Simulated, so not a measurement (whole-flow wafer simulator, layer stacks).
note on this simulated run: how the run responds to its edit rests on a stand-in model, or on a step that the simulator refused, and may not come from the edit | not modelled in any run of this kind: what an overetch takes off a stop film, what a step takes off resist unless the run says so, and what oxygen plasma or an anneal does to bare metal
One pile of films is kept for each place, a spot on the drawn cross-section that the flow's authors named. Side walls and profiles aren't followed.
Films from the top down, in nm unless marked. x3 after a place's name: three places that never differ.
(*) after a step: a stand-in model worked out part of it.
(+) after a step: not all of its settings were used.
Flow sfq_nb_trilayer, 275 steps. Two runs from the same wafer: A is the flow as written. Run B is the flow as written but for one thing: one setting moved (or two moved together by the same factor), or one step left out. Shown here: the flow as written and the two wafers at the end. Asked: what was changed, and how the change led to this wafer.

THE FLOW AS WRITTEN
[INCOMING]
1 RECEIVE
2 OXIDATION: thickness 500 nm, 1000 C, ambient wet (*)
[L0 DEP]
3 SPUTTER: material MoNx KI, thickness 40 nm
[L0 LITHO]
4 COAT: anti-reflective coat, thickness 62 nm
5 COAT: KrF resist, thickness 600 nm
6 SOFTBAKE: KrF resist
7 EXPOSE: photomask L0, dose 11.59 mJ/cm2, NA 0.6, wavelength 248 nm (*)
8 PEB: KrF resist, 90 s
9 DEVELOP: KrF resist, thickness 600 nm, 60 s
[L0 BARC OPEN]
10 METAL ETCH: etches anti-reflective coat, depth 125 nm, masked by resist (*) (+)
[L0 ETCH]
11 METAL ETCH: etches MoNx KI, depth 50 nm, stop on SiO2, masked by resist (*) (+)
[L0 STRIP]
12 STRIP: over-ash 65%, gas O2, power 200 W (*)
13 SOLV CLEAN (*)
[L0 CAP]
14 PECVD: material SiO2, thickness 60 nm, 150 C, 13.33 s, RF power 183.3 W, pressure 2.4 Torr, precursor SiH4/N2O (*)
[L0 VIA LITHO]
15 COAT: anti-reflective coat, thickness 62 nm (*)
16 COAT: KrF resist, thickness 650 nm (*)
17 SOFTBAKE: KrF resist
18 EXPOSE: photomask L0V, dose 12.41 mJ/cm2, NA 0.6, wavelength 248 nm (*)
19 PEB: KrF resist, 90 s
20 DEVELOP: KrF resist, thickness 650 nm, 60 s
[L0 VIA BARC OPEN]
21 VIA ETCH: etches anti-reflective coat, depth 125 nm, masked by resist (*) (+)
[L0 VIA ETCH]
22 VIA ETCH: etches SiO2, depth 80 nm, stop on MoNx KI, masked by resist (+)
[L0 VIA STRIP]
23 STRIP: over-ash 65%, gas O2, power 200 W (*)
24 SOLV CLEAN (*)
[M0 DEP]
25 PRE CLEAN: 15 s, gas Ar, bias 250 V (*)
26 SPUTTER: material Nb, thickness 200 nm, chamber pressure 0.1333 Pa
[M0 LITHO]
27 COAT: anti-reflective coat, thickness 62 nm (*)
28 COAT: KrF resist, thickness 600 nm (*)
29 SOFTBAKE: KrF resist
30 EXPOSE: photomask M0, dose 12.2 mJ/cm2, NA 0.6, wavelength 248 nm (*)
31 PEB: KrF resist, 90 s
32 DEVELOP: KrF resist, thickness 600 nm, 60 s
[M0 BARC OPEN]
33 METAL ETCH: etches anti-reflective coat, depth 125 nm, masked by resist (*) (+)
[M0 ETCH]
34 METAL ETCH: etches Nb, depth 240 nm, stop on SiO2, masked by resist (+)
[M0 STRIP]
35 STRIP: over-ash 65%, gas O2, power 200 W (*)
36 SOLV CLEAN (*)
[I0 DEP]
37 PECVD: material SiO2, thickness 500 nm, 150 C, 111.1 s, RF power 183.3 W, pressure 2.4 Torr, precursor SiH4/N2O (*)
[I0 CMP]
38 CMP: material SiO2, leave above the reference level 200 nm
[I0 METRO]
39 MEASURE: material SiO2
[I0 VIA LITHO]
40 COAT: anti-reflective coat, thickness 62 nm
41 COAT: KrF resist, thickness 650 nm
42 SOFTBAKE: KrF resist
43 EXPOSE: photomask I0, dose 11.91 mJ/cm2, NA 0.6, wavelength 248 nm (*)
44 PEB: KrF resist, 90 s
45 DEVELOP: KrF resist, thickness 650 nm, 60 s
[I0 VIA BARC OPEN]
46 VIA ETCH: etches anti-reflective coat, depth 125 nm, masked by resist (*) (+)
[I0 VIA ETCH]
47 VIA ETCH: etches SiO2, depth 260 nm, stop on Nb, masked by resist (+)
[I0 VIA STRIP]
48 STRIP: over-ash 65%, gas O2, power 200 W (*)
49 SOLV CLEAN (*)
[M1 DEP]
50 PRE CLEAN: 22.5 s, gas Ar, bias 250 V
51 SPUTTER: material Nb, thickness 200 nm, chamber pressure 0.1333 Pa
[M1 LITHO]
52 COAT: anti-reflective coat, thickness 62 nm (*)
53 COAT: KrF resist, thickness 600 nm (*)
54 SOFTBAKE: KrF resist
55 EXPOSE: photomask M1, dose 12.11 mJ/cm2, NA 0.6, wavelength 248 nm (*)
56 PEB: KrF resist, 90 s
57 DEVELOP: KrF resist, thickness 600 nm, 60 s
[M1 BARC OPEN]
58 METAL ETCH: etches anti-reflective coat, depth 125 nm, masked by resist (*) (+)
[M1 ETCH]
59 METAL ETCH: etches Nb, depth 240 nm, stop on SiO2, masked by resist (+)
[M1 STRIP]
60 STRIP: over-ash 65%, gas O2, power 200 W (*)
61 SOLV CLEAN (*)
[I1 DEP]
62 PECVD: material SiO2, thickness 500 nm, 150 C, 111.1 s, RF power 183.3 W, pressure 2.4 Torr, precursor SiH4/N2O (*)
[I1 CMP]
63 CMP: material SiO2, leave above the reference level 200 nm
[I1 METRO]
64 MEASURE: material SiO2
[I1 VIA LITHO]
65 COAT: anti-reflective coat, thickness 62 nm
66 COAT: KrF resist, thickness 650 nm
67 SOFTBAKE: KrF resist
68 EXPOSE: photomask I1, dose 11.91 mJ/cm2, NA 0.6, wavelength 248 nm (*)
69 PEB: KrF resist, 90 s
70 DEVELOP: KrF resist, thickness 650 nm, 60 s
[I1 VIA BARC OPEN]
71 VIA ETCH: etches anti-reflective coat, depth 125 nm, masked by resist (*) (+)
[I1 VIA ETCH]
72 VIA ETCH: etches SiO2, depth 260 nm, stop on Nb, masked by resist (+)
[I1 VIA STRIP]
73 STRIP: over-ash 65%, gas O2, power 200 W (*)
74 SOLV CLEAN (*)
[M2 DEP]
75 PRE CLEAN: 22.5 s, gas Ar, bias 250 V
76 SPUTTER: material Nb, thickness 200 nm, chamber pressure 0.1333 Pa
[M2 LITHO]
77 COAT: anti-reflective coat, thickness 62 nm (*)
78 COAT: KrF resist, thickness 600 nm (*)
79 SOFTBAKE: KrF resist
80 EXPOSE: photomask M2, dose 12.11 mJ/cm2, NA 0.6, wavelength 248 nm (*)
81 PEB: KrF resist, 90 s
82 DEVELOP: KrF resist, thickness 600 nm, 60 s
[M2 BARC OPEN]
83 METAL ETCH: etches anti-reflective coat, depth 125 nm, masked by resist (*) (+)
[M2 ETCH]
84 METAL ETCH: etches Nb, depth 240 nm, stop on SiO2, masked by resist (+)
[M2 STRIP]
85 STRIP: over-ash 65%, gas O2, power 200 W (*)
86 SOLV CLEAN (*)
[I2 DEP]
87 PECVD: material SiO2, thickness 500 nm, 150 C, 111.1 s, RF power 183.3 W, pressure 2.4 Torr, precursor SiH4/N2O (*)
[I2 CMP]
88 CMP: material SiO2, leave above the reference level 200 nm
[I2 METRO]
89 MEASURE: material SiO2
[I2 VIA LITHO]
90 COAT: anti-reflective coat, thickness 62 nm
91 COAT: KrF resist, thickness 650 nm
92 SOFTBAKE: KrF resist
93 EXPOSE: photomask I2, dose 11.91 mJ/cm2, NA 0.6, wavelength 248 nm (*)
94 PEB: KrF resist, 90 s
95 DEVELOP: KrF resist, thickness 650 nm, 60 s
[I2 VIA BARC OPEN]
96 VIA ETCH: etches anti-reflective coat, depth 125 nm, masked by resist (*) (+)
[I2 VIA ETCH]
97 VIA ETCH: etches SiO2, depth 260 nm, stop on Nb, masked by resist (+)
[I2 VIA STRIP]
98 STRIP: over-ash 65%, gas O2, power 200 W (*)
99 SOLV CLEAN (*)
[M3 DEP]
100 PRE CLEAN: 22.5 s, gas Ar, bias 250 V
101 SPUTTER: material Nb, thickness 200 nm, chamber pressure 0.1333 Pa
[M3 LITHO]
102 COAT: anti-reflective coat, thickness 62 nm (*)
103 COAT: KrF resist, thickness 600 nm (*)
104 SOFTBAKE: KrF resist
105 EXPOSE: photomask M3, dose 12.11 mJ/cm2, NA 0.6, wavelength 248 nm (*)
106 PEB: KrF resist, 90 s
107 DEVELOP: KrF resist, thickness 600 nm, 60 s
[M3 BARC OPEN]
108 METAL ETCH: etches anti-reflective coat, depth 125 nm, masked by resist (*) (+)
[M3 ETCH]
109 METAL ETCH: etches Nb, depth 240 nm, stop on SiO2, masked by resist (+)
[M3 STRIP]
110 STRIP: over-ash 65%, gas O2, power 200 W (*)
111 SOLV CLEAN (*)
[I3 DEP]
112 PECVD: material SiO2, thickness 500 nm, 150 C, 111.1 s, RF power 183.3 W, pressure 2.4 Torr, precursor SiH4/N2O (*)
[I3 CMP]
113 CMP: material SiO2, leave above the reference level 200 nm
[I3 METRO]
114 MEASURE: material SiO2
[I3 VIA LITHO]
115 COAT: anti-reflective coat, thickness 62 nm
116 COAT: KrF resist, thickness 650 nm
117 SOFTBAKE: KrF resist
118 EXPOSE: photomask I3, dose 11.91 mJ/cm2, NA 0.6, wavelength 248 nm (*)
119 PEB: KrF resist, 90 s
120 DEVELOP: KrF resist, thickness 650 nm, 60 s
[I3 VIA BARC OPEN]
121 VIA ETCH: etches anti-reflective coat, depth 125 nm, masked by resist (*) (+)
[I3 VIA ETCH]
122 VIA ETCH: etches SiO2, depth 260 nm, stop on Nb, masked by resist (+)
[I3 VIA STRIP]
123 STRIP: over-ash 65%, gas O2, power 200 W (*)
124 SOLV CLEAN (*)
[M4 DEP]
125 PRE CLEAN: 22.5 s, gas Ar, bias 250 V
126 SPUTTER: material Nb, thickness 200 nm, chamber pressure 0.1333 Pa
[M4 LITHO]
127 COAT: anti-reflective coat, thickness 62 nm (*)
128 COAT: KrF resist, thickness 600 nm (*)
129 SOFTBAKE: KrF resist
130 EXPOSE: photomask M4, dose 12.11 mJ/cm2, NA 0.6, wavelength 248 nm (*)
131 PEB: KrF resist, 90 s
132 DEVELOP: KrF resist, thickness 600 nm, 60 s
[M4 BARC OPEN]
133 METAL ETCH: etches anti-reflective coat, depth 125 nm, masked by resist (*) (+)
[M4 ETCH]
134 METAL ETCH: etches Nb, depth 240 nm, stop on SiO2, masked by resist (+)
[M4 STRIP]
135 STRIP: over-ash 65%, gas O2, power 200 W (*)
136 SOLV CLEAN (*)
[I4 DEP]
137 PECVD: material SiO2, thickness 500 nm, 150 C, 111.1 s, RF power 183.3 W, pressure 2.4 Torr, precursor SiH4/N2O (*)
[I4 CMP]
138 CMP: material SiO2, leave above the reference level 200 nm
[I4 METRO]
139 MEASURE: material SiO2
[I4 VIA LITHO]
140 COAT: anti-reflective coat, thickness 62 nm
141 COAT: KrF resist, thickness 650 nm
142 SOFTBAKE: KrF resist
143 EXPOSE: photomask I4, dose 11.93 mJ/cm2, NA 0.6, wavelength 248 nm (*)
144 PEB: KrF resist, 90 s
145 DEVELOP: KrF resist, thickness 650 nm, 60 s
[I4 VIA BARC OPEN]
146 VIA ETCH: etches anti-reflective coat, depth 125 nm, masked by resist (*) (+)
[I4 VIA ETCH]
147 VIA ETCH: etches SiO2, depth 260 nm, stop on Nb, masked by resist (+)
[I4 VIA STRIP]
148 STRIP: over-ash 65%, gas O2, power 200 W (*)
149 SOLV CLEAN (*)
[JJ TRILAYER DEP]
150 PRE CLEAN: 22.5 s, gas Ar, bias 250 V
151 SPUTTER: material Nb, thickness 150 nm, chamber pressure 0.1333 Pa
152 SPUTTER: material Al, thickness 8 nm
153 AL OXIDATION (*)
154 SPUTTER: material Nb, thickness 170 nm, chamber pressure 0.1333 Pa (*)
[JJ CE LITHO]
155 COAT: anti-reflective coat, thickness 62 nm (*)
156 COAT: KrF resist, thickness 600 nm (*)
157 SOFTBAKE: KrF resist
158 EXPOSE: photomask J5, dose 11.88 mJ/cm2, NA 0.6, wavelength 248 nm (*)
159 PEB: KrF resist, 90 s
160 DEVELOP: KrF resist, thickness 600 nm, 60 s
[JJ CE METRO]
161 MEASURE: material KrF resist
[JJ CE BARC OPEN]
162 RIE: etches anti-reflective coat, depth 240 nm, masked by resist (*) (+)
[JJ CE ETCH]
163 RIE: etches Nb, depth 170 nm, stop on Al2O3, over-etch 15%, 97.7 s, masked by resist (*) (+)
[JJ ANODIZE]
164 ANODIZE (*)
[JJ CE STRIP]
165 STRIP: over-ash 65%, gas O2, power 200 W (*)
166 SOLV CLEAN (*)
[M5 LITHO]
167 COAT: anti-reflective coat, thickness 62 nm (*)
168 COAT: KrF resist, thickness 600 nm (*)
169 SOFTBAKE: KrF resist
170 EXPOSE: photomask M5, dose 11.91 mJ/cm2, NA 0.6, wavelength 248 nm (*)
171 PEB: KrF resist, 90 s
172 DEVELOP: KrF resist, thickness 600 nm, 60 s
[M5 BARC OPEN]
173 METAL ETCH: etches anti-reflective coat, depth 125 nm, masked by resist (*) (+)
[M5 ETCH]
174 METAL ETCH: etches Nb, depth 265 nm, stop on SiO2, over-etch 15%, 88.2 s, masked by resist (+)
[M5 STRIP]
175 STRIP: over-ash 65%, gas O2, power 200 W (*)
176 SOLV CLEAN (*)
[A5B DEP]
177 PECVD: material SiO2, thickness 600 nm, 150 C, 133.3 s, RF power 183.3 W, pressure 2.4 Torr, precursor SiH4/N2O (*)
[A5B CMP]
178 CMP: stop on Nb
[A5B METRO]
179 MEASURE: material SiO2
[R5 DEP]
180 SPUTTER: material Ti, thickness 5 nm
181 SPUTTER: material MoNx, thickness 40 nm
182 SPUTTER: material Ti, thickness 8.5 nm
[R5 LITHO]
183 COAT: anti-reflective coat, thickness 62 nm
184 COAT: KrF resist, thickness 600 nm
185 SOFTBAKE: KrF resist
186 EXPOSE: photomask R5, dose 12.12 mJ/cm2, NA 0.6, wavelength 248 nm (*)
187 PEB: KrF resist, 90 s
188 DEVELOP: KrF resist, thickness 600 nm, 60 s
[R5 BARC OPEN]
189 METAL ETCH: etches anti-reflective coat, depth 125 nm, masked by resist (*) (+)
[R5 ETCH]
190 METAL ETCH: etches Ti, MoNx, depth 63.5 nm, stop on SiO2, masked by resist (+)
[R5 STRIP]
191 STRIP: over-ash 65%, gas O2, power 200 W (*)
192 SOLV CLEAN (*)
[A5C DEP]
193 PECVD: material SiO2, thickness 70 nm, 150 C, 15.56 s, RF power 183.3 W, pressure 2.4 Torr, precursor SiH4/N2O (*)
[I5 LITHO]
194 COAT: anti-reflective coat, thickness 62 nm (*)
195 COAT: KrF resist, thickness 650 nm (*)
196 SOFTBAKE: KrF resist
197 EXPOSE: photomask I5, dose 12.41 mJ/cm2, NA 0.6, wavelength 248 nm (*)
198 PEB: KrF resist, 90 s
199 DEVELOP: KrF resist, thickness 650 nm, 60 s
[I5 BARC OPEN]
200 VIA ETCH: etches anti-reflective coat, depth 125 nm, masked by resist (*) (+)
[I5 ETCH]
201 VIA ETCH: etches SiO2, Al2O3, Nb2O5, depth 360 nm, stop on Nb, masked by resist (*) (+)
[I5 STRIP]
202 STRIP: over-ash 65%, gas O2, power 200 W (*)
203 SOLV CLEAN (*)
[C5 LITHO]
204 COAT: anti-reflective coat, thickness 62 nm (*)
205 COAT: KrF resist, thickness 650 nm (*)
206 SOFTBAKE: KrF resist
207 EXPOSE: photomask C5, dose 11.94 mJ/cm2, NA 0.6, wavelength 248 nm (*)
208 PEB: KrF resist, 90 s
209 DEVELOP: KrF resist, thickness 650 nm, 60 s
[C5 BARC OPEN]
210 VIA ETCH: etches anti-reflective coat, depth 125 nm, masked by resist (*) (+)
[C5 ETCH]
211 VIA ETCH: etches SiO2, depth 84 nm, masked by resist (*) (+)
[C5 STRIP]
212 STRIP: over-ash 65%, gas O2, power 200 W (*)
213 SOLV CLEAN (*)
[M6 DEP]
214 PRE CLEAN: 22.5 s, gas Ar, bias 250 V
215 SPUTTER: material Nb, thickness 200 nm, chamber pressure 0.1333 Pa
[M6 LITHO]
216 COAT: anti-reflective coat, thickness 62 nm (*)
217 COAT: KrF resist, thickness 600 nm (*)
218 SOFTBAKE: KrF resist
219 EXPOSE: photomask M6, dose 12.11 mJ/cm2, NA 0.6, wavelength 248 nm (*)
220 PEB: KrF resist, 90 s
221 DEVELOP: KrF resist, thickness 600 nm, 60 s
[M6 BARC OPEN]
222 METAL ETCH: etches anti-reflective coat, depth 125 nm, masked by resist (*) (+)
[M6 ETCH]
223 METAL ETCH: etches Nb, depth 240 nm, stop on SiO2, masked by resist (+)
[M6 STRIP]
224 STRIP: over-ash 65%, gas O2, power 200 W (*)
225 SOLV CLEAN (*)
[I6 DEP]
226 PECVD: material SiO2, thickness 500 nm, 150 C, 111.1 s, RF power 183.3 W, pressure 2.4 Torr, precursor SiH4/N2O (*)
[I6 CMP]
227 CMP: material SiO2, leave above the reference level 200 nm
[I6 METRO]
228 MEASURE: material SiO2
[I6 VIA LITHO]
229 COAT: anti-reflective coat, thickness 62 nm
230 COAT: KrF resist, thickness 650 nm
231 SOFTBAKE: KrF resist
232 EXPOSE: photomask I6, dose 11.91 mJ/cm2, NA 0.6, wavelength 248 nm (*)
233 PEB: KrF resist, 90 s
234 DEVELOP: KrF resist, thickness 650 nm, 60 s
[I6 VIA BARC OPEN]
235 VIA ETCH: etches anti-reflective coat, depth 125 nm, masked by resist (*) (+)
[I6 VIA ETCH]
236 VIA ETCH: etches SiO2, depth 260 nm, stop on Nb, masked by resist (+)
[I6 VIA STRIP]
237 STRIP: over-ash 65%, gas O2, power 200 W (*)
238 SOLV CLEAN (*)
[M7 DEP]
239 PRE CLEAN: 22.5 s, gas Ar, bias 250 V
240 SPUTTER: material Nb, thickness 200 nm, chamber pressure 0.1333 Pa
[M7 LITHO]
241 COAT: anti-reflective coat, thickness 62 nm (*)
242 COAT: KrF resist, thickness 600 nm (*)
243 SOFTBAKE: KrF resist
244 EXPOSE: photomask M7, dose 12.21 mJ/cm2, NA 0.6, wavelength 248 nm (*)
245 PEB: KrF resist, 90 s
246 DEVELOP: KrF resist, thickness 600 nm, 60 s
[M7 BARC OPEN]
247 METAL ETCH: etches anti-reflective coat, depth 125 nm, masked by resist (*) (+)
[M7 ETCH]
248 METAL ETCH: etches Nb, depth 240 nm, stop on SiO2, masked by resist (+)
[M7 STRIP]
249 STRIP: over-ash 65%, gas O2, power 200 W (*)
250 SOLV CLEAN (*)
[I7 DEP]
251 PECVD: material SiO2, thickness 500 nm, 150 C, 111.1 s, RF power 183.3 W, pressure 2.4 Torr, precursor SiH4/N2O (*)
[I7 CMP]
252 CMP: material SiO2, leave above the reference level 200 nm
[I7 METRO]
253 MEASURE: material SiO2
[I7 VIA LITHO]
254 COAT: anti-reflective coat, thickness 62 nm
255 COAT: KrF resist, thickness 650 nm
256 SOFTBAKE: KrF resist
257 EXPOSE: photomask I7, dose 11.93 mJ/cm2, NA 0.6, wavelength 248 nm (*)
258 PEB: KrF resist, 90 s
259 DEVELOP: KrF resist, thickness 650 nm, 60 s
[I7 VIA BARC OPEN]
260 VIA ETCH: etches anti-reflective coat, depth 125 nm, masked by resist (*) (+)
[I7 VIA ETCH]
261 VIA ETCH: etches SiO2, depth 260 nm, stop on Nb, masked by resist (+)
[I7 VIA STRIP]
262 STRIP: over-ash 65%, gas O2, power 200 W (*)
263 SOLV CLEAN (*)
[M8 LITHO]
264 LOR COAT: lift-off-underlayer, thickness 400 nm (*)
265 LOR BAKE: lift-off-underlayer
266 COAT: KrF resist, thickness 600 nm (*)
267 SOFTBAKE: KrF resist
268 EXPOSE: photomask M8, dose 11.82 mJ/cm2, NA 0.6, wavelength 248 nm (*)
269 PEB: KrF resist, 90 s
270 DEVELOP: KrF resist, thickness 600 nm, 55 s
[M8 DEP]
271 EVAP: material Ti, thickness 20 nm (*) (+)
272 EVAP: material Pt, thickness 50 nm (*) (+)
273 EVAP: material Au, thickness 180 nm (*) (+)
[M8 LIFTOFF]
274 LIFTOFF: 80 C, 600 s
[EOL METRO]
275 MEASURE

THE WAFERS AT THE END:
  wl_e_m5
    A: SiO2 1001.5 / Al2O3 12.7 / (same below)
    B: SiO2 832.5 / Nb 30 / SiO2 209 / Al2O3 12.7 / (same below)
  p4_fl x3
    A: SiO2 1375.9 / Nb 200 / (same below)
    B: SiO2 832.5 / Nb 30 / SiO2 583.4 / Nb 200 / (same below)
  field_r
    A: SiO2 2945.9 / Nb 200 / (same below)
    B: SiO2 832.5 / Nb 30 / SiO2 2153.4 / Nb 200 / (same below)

The cause: step 215, SPUTTER: thickness 270 nm was run, where the flow has thickness 200 nm.

How the change led to this, step by step:
  215 SPUTTER: material Nb, thickness 200 nm, chamber pressure 0.1333 Pa
      field_l, v_sur, via_wl and 100 more: A Nb +200 (new film) | B Nb +270 (new film)
      be: A Nb +147.3 | B Nb +197.9
      (and at 2 more places)
  216 COAT: anti-reflective coat, thickness 62 nm (*)
      be: A anti-reflective coat +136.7 (new film) | B anti-reflective coat +143.3 (new film)
  223 METAL ETCH: etches Nb, depth 240 nm, stop on SiO2, masked by resist (+)
      field_l, gap, moat and 76 more: A Nb -200 (all of it) | B Nb -240
  224 STRIP: over-ash 65%, gas O2, power 200 W (*)
      be: A KrF resist -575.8 (all of it), anti-reflective coat -136.7 (all of it) | B KrF resist -586.8 (all of it), anti-reflective coat -143.3 (all of it)
  226 PECVD: material SiO2, thickness 500 nm, 150 C, 111.1 s, RF power 183.3 W, pressure 2.4 Torr, precursor SiH4/N2O (*)
      field_l, p4_fl x3, p4_w1 x9 and 52 more: A SiO2 +500 | B SiO2 +500 (new film)
      moat, field_r, lsp_l, ln_m5, lsp_m: A SiO2 +493.6 | B SiO2 +492.3 (new film)
      (and at 10 more places)
  227 CMP: material SiO2, leave above the reference level 200 nm
      field_l, p4_fl x3, p4_w1 x9 and 49 more: A SiO2 -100 | B SiO2 -60
      moat, field_r, lsp_l, ln_m5, lsp_m: A SiO2 -93.6 | B SiO2 -52.3
      (and at 9 more places)
Counting metal films that touch as one body, wl_e_m5 has 7 bodies (between them, from the top down: SiO2 209 / Al2O3 12.7 / Nb2O5 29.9; SiO2 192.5; SiO2 192.5; SiO2 192.5; SiO2 192.5; SiO2 192.5); the flow as written gives 6 bodies (between them, from the top down: SiO2 192.5; SiO2 192.5; SiO2 192.5; SiO2 192.5; SiO2 192.5).
Counting metal films that touch as one body, p4_fl x3 has 3 bodies (between them, from the top down: SiO2 583.4; SiO2 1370); the flow as written gives 2 bodies (between them, from the top down: SiO2 1370).
Counting metal films that touch as one body, field_r has 2 bodies (between them, from the top down: SiO2 2153.4); the flow as written gives 1 body.
